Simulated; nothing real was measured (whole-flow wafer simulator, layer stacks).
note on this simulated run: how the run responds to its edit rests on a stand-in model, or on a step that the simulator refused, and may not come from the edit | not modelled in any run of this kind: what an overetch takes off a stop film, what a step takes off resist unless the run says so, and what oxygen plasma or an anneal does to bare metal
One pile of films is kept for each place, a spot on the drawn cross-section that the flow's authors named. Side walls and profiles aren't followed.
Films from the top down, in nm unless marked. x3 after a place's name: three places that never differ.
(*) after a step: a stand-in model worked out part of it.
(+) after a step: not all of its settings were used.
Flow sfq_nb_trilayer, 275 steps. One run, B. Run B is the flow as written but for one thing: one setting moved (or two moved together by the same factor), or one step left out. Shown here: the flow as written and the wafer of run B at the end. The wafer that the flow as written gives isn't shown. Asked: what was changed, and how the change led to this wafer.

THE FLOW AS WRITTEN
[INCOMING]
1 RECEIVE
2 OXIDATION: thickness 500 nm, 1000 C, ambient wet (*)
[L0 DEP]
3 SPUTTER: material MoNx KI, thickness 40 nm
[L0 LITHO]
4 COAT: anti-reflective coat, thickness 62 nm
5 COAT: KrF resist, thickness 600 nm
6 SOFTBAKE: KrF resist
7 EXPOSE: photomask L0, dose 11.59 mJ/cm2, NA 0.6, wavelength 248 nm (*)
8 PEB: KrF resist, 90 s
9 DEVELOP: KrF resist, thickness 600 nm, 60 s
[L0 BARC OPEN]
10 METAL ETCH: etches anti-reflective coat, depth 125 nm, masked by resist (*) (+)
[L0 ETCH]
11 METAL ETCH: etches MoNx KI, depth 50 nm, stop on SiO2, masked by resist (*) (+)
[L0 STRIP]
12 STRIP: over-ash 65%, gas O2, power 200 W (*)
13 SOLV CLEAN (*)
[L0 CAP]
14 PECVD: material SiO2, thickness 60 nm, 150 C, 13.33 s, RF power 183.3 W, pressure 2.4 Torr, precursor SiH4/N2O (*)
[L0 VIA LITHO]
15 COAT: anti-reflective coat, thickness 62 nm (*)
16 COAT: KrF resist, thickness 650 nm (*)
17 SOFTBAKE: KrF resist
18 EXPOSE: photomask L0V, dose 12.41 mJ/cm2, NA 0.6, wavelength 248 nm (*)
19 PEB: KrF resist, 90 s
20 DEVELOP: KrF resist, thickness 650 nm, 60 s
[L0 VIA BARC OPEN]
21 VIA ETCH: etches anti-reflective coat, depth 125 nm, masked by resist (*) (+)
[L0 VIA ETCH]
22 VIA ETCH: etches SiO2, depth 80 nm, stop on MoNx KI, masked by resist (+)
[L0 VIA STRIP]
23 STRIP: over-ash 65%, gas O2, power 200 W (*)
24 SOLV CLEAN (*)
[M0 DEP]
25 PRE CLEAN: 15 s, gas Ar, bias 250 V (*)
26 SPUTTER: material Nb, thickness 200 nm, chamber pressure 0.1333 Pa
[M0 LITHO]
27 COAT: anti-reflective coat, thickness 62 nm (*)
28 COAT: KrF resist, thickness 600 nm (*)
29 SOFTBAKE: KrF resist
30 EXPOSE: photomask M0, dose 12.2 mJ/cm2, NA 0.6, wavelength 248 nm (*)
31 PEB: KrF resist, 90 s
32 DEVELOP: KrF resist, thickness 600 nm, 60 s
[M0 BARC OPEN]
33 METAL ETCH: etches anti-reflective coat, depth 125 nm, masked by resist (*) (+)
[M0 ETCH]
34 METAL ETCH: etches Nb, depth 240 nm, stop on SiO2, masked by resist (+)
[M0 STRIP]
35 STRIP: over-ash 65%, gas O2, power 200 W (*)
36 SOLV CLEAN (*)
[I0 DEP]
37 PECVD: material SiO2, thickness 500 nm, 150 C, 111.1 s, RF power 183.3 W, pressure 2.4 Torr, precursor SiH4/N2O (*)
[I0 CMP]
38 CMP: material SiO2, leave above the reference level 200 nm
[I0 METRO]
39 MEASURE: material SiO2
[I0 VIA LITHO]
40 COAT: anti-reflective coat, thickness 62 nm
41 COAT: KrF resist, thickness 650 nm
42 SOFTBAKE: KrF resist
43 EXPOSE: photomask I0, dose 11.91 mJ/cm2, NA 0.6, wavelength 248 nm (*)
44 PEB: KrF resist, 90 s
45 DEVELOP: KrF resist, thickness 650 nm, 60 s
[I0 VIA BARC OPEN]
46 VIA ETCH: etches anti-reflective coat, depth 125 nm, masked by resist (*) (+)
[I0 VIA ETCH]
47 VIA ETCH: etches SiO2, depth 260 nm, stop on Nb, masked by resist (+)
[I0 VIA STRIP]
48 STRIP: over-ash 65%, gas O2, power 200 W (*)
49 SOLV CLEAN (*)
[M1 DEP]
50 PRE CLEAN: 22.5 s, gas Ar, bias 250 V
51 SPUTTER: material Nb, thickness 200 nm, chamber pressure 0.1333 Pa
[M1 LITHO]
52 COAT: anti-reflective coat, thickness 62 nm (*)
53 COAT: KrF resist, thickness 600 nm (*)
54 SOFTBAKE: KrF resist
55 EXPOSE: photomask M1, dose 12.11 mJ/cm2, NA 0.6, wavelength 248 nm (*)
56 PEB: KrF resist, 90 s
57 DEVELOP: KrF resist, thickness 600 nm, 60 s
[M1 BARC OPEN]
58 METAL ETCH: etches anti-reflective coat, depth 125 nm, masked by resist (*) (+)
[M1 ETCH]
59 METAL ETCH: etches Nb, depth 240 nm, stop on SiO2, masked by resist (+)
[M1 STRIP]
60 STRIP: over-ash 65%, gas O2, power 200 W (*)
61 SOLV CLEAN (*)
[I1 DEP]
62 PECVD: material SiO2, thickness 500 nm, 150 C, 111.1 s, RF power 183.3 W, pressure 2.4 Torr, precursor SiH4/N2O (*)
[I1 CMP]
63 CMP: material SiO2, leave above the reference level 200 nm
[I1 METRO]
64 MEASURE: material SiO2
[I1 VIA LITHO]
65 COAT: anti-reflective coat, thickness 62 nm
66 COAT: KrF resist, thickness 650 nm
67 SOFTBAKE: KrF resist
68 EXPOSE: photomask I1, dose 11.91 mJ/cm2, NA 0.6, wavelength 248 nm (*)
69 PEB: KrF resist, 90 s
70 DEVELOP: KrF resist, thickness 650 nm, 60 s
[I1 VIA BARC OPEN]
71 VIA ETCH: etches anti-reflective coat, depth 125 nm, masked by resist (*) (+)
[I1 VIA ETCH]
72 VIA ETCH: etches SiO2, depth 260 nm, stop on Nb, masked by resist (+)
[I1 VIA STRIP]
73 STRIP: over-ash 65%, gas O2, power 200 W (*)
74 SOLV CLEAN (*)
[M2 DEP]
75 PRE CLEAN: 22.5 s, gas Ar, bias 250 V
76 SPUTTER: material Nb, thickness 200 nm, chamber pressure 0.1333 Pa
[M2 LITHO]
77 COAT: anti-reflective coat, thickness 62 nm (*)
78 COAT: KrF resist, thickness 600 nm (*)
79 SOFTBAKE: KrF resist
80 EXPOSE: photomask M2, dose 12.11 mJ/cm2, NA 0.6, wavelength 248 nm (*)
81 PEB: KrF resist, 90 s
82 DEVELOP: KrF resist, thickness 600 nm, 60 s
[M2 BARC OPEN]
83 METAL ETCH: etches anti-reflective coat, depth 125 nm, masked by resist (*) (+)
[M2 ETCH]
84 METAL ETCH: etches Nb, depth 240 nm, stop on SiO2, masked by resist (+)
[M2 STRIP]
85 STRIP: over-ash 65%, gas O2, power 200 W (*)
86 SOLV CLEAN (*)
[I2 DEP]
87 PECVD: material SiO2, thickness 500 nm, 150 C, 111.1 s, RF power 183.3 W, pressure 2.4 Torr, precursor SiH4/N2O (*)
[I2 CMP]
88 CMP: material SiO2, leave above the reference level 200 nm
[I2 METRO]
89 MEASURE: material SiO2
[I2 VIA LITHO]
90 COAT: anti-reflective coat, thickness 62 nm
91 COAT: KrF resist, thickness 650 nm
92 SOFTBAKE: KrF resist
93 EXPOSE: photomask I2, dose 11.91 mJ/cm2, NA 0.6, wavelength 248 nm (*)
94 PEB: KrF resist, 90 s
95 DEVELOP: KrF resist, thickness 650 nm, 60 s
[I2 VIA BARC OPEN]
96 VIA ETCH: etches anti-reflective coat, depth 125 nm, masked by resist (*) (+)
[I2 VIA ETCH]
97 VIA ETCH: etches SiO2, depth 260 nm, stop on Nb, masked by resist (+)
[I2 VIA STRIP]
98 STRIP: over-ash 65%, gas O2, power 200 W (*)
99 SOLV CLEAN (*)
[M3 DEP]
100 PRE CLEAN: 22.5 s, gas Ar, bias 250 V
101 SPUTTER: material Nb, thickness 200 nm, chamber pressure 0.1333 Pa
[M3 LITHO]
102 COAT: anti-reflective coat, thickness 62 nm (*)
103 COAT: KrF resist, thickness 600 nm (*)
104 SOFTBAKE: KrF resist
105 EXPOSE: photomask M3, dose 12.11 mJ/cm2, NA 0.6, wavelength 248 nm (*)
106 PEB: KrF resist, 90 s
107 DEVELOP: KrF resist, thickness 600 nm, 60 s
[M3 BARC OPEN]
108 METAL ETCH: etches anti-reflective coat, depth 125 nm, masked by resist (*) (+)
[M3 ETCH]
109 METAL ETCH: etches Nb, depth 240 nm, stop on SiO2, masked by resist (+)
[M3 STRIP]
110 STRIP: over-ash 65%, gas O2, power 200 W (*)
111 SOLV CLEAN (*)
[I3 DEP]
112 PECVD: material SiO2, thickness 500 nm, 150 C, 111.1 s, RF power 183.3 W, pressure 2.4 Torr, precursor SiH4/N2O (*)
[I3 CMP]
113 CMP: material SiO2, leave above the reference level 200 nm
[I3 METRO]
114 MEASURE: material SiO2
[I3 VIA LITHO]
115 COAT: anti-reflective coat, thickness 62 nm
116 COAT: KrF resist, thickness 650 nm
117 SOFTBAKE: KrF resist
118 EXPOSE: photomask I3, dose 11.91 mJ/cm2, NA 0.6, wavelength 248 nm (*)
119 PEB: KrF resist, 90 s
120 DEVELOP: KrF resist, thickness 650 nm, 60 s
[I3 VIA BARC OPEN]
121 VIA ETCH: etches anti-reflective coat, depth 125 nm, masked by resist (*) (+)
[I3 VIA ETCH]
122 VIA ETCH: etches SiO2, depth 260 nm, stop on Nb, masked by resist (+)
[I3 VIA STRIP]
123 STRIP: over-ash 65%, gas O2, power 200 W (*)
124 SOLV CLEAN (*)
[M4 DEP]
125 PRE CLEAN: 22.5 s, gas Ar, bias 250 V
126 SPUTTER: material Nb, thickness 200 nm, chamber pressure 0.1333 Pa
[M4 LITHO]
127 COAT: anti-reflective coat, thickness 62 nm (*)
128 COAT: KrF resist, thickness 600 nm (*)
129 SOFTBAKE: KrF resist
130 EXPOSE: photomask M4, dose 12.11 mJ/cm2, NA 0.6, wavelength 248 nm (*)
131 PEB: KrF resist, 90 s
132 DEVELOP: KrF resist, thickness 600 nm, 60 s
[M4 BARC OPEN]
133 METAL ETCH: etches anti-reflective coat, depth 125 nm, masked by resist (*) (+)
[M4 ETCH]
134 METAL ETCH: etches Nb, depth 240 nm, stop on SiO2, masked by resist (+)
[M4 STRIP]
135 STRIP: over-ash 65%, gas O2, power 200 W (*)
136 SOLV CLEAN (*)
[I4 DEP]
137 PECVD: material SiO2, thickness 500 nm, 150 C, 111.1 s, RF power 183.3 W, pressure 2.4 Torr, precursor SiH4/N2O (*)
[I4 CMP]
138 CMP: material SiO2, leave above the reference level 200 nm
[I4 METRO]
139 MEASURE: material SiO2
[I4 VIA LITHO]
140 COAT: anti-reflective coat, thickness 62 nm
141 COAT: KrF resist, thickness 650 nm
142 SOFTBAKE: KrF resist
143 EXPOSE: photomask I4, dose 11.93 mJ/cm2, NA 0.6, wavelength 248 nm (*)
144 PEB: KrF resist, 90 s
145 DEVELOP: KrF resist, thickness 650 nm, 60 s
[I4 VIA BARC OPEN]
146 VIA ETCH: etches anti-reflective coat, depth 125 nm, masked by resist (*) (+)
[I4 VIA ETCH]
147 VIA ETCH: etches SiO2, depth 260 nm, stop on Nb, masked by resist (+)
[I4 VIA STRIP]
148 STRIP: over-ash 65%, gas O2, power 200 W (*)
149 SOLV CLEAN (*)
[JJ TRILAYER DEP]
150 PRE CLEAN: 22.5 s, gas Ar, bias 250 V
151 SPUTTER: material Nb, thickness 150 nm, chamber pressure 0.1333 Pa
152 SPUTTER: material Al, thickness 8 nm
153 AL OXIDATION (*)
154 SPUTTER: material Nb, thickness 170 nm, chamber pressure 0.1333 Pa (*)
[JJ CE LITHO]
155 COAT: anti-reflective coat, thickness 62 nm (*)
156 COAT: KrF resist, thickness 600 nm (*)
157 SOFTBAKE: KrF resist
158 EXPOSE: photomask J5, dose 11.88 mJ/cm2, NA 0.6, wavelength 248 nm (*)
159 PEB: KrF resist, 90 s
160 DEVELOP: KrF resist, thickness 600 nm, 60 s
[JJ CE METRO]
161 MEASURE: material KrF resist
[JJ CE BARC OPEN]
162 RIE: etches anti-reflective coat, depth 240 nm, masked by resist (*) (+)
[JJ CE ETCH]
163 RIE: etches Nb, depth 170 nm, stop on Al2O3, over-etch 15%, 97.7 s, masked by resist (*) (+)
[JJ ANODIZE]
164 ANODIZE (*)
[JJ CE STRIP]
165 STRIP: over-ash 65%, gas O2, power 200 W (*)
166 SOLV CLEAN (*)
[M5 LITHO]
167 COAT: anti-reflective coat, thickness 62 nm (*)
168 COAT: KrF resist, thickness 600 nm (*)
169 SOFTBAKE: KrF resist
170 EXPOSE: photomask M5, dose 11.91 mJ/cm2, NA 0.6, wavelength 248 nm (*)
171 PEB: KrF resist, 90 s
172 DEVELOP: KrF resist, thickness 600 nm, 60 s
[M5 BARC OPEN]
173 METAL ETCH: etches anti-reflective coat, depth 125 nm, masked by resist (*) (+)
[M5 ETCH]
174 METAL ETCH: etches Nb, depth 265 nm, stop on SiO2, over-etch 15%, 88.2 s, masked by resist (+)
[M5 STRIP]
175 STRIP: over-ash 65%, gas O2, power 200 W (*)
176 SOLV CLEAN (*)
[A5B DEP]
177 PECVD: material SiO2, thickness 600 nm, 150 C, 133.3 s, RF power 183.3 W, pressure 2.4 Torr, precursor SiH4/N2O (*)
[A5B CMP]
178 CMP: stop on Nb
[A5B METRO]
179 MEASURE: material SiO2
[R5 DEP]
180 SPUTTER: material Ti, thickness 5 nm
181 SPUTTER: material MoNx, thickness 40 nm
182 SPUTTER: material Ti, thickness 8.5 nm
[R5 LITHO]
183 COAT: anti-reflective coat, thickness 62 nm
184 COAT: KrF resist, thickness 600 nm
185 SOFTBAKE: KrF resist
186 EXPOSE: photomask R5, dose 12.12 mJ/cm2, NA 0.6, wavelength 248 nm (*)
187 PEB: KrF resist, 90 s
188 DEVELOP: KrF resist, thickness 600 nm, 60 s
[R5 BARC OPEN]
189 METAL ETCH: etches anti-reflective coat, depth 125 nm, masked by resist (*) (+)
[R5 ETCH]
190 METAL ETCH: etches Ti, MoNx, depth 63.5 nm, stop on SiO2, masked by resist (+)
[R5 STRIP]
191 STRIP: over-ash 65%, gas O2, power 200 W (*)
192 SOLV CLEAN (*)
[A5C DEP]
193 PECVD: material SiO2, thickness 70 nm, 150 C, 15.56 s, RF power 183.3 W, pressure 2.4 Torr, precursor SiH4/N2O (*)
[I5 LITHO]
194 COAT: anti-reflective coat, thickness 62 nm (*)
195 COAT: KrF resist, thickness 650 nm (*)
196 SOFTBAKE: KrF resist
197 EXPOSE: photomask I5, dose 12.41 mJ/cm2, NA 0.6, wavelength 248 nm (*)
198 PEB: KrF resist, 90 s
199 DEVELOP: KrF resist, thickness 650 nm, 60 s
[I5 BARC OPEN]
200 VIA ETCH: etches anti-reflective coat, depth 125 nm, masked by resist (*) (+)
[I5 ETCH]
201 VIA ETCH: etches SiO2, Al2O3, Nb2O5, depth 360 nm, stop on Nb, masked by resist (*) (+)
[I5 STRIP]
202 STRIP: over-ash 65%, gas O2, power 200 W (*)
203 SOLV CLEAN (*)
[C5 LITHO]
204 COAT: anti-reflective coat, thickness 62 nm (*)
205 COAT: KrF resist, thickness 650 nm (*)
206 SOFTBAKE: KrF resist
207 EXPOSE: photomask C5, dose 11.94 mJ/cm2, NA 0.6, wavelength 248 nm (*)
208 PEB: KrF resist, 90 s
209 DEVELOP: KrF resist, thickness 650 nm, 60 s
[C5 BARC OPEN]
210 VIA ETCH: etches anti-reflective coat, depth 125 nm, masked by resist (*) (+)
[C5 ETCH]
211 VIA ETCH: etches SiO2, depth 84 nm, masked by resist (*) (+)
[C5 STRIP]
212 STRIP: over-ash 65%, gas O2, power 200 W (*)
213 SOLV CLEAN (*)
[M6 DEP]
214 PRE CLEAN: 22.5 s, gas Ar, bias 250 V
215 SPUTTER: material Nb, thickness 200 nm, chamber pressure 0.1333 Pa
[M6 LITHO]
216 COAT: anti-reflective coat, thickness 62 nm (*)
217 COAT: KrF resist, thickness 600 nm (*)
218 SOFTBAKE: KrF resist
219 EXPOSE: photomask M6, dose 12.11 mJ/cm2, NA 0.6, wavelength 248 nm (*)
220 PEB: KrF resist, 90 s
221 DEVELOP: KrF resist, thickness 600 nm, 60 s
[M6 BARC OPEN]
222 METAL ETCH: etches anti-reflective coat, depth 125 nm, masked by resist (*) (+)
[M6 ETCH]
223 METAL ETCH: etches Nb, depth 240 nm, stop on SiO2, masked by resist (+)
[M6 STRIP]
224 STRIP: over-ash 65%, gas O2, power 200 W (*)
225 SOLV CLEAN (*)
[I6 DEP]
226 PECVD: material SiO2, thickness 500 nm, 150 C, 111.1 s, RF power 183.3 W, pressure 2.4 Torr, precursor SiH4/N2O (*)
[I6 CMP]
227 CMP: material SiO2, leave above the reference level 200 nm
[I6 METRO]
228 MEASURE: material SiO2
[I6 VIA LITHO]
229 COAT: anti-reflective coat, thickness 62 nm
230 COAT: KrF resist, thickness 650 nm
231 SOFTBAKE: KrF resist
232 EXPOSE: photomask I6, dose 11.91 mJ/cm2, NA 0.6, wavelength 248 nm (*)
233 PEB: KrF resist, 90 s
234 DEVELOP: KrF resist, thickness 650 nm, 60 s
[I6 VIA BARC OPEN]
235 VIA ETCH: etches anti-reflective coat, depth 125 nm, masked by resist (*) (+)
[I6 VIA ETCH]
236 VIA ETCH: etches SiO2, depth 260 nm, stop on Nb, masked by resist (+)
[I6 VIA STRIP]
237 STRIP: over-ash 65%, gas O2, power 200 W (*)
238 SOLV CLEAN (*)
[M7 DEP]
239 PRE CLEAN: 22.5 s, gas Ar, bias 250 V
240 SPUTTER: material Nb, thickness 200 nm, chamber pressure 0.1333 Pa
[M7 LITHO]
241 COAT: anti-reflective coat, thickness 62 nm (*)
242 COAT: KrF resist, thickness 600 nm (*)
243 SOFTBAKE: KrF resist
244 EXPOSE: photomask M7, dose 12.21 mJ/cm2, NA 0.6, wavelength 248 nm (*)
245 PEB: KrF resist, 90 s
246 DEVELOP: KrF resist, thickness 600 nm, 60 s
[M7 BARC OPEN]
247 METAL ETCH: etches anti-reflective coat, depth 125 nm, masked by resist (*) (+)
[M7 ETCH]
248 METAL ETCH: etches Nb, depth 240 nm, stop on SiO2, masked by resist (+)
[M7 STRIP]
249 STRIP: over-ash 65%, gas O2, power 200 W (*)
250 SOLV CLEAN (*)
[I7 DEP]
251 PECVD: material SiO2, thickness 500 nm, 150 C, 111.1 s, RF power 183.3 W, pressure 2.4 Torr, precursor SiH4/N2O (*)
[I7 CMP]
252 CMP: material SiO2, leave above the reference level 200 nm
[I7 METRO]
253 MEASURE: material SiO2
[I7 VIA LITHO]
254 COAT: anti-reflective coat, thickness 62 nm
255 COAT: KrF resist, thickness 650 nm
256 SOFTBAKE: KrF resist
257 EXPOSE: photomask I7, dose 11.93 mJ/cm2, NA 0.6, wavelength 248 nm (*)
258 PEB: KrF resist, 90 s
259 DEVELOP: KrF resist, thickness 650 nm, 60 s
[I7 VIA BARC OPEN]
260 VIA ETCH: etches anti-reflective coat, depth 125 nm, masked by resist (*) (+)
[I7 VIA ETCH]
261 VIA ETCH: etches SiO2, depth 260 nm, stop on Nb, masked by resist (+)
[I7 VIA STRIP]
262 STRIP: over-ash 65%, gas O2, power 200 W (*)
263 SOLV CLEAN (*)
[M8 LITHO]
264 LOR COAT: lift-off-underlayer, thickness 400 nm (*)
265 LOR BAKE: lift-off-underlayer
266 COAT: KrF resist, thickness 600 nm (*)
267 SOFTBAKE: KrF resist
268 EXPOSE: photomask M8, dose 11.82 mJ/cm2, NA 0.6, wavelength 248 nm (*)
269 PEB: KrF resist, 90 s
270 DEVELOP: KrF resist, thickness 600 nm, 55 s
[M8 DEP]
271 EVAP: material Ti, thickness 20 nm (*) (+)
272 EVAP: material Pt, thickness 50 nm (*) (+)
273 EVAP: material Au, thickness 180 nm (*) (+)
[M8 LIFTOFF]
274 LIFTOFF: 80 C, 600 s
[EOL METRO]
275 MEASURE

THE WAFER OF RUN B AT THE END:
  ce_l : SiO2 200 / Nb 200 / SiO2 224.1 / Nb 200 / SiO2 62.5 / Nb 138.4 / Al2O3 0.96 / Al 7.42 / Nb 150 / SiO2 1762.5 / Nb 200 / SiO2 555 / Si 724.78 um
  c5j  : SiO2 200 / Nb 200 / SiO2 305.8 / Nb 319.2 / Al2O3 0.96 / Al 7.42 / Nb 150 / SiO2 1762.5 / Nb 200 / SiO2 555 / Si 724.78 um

The cause: step 190, METAL ETCH: depth 85.1 nm was run, where the flow has depth 63.5 nm.

How the change led to this, step by step:
  190 METAL ETCH: etches Ti, MoNx, depth 63.5 nm, stop on SiO2, masked by resist (+)
      be_r, r_sur, res, r_end, r5r_line_l, r5r_line_c, r5r_line_r: KrF resist -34 (as written it would be: KrF resist -25.4)
      ce_l, c5j, ce_r, wl_jj: Ti -8.5 (all of it), MoNx -40 (all of it), Ti -5 (all of it), Nb -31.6 (as written it would be: Ti -8.5 (all of it), MoNx -40 (all of it), Ti -5 (all of it), Nb -10)
  194 COAT: anti-reflective coat, thickness 62 nm (*)
      wl_j_sl, wl_j_sr: anti-reflective coat +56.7 (new film) (as written it would be: anti-reflective coat +60.2 (new film))
      jj_sur: anti-reflective coat +57.2 (new film) (as written it would be: anti-reflective coat +60.8 (new film))
      (and at 5 more places)
  202 STRIP: over-ash 65%, gas O2, power 200 W (*)
      wl_j_sl, wl_j_sr: KrF resist -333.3 (all of it), anti-reflective coat -56.7 (all of it) (as written it would be: KrF resist -333.3 (all of it), anti-reflective coat -60.2 (all of it))
      jj_sur: KrF resist -337.6 (all of it), anti-reflective coat -57.2 (all of it) (as written it would be: KrF resist -337.2 (all of it), anti-reflective coat -60.8 (all of it))
      (and at 5 more places)
  204 COAT: anti-reflective coat, thickness 62 nm (*)
      wl_j_sl, wl_j_sr: anti-reflective coat +56.7 (new film) (as written it would be: anti-reflective coat +60.2 (new film))
      jj_sur: anti-reflective coat +56 (new film) (as written it would be: anti-reflective coat +59.5 (new film))
      (and at 5 more places)
  210 VIA ETCH: etches anti-reflective coat, depth 125 nm, masked by resist (*) (+)
      c5j: anti-reflective coat -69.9 (all of it), SiO2 -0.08 (as written it would be: anti-reflective coat -63.9 (all of it), SiO2 -0.11)
  212 STRIP: over-ash 65%, gas O2, power 200 W (*)
      wl_j_sl, wl_j_sr: KrF resist -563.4 (all of it), anti-reflective coat -56.7 (all of it) (as written it would be: KrF resist -563.4 (all of it), anti-reflective coat -60.2 (all of it))
      jj_sur: KrF resist -562.3 (all of it), anti-reflective coat -56 (all of it) (as written it would be: KrF resist -562 (all of it), anti-reflective coat -59.5 (all of it))
      (and at 4 more places)
  216 COAT: anti-reflective coat, thickness 62 nm (*)
      wl_j_sl, wl_j_sr: anti-reflective coat +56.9 (new film) (as written it would be: anti-reflective coat +60.2 (new film))
      jj_sur: anti-reflective coat +52.7 (new film) (as written it would be: anti-reflective coat +56.1 (new film))
      (and at 5 more places)
  224 STRIP: over-ash 65%, gas O2, power 200 W (*)
      wl_j_sl, wl_j_sr: KrF resist -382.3 (all of it), anti-reflective coat -56.9 (all of it) (as written it would be: KrF resist -382.5 (all of it), anti-reflective coat -60.2 (all of it))
      jj_sur: KrF resist -378.3 (all of it), anti-reflective coat -52.7 (all of it) (as written it would be: KrF resist -378.5 (all of it), anti-reflective coat -56.1 (all of it))
      (and at 5 more places)
  227 CMP: material SiO2, leave above the reference level 200 nm
      ce_l, ce_r, wl_jj: SiO2 -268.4 (as written it would be: SiO2 -290)
      c5j: SiO2 -201.4 (as written it would be: SiO2 -223)
